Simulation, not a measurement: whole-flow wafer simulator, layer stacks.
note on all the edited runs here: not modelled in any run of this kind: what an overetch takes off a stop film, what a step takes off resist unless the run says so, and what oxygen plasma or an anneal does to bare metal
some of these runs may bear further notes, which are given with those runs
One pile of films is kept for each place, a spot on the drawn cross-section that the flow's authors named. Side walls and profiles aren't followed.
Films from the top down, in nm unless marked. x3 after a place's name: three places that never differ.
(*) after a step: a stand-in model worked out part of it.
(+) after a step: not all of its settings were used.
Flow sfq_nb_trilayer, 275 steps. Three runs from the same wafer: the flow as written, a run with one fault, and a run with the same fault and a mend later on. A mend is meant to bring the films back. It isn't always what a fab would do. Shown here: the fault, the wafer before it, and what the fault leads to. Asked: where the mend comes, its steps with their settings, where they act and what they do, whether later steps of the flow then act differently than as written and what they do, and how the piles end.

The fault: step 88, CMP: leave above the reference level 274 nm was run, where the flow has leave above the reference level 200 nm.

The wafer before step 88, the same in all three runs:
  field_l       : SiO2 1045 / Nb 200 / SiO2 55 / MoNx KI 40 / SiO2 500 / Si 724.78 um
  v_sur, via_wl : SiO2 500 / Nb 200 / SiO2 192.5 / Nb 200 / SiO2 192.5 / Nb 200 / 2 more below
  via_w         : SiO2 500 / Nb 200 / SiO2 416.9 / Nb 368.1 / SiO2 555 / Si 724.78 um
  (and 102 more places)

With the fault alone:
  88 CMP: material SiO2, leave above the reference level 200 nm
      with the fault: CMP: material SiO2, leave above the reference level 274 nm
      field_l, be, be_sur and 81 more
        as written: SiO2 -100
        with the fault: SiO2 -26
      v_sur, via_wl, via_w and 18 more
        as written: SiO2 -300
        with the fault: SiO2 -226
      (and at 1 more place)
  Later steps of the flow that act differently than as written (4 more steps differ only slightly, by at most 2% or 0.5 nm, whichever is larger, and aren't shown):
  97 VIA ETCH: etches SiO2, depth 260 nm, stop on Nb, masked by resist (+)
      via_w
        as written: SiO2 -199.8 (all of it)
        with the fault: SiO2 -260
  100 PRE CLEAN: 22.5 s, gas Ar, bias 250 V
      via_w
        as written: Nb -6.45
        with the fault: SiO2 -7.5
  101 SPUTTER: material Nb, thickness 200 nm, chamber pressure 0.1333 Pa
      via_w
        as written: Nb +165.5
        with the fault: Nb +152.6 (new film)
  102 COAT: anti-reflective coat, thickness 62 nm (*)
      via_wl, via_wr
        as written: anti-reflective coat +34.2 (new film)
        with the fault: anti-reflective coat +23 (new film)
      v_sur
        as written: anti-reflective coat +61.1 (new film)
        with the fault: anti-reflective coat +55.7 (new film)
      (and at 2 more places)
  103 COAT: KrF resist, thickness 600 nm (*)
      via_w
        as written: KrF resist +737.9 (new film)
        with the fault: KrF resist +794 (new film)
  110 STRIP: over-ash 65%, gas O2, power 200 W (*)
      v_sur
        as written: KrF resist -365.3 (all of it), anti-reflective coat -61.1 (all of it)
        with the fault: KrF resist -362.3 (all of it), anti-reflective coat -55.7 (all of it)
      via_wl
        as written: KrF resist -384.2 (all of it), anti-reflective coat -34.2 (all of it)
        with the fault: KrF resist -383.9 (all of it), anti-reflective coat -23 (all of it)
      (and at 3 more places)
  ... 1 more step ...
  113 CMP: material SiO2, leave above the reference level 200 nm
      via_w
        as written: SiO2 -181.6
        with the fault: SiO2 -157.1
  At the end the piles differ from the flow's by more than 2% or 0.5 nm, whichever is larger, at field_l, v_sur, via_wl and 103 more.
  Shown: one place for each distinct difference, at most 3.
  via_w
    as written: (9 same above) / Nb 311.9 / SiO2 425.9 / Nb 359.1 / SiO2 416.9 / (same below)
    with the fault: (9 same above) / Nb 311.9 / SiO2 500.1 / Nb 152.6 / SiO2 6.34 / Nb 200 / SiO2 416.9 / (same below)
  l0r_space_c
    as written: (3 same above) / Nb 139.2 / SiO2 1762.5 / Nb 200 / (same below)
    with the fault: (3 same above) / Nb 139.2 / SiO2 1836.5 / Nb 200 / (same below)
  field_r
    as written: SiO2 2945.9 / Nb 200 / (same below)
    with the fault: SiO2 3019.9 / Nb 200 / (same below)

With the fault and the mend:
  The mend comes after step 95.
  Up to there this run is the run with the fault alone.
  95a STRIP: over-ash 65%, gas O2, power 200 W (*)
      field_l, v_sur, via_wl and 102 more
        KrF resist -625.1 (all of it), anti-reflective coat -62 (all of it)
      via_w
        anti-reflective coat -62 (all of it)
  95b CMP: material SiO2, leave above the reference level 200 nm (the flow's step 88 once more)
      field_l, v_sur, via_wl and 103 more
        SiO2 -74
  95c COAT: anti-reflective coat, thickness 62 nm (the flow's step 90 once more)
      field_l, v_sur, via_wl and 103 more
        anti-reflective coat +62 (new film)
  95d COAT: KrF resist, thickness 650 nm (the flow's step 91 once more)
      field_l, v_sur, via_wl and 103 more
        KrF resist +650 (new film)
  95e SOFTBAKE: KrF resist (the flow's step 92 once more)
      changes no film at any place that is followed
  95f EXPOSE: photomask I2, dose 11.91 mJ/cm2, NA 0.6, wavelength 248 nm (*) (the flow's step 93 once more)
      changes no film at any place that is followed
  95g PEB: KrF resist, 90 s (the flow's step 94 once more)
      field_l, v_sur, via_wl and 103 more
        KrF resist -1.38
  95h DEVELOP: KrF resist, thickness 650 nm, 60 s (the flow's step 95 once more)
      field_l, v_sur, via_wl and 102 more
        KrF resist -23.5
      via_w
        KrF resist -648.6 (all of it)
  No later step of the flow acts differently than as written at any place that is followed.
  At the end the piles are the same as the flow's at every place that both follow.
